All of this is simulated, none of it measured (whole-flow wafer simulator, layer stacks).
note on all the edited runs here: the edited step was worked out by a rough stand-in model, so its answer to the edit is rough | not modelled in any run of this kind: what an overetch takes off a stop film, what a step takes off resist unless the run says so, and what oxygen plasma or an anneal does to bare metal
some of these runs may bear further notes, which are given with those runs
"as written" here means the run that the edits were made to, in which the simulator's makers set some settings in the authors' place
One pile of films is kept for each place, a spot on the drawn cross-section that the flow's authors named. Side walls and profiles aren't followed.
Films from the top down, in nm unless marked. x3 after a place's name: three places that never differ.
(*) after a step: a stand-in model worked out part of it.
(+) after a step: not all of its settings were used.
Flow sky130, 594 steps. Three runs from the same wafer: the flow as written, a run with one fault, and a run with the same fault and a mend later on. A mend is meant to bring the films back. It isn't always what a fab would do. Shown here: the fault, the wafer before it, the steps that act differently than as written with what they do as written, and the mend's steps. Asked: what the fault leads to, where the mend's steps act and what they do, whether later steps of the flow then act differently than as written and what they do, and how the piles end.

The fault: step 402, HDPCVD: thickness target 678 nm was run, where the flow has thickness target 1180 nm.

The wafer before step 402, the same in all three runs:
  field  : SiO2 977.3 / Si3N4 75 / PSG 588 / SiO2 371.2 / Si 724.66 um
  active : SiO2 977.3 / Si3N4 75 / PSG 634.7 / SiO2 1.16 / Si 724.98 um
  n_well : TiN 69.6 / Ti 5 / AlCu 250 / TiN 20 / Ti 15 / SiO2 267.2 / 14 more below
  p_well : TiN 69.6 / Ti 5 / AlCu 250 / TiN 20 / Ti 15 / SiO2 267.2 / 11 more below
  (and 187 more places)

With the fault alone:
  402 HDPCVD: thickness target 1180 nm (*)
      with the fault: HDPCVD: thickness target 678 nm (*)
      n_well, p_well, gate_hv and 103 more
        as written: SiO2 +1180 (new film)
        with the fault: SiO2 +678 (new film)
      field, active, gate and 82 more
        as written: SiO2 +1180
        with the fault: SiO2 +678
  Later steps of the flow that act differently than as written (22 more steps differ only slightly, by at most 2% or 0.5 nm, whichever is larger, and aren't shown):
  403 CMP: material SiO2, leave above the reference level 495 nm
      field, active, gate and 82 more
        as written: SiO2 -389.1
        with the fault: nothing
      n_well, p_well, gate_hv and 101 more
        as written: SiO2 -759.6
        with the fault: SiO2 -257.6
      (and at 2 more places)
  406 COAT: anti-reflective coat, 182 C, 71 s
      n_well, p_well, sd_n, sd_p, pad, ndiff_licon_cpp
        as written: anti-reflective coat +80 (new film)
        with the fault: anti-reflective coat +3 (new film)
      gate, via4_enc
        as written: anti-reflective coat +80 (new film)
        with the fault: anti-reflective coat +77.1 (new film)
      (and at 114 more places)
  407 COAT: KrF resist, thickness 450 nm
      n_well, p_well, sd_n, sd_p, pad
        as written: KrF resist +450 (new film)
        with the fault: KrF resist +415.3 (new film)
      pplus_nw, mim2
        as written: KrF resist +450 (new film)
        with the fault: KrF resist +422.7 (new film)
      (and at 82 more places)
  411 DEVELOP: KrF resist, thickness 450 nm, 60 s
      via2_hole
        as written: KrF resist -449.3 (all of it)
        with the fault: KrF resist -413.9 (all of it)
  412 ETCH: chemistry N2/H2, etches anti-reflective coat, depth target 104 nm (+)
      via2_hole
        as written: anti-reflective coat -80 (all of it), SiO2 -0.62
        with the fault: anti-reflective coat -15.4 (all of it)
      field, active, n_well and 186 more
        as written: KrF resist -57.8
        with the fault: KrF resist -9.98
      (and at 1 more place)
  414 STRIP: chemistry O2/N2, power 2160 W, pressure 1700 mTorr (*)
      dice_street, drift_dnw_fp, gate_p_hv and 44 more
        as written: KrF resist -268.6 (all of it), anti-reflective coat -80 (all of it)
        with the fault: KrF resist -316.4 (all of it), anti-reflective coat -80 (all of it)
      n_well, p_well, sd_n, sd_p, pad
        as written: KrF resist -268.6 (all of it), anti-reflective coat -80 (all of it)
        with the fault: KrF resist -281.8 (all of it), anti-reflective coat -3 (all of it)
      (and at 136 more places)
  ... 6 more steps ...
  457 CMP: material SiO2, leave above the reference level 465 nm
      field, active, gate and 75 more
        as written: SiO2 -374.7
        with the fault: SiO2 -393.2
  At the end the piles differ from the flow's by more than 2% or 0.5 nm, whichever is larger, at field, active, gate and 84 more.
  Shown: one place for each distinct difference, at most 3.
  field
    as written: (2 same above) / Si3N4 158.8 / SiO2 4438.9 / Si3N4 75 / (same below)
    with the fault: (2 same above) / Si3N4 158.8 / SiO2 2681.9 / W 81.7 / TiN 20 / SiO2 1655.3 / Si3N4 75 / (same below)
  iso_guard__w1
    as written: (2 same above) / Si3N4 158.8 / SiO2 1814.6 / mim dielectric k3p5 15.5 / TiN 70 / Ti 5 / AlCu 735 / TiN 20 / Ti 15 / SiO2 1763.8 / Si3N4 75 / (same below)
    with the fault: (2 same above) / Si3N4 158.8 / SiO2 1815.2 / mim dielectric k3p5 15.5 / TiN 70 / Ti 5 / AlCu 735 / TiN 20 / Ti 15 / W 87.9 / TiN 20 / SiO2 1655.3 / Si3N4 75 / (same below)
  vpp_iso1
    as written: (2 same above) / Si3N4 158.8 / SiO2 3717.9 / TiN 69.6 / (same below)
    with the fault: (2 same above) / Si3N4 158.8 / SiO2 2681.9 / W 81.7 / TiN 20 / SiO2 934.3 / TiN 69.6 / (same below)

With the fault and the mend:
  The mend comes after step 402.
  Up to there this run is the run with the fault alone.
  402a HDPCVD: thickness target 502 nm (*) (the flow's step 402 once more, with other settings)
      field, active, n_well and 188 more
        SiO2 +502
  No later step of the flow acts differently than as written, at any place that is followed, by more than 2% or 0.5 nm, whichever is larger.
  At the end the piles are the same as the flow's at every place that both follow.
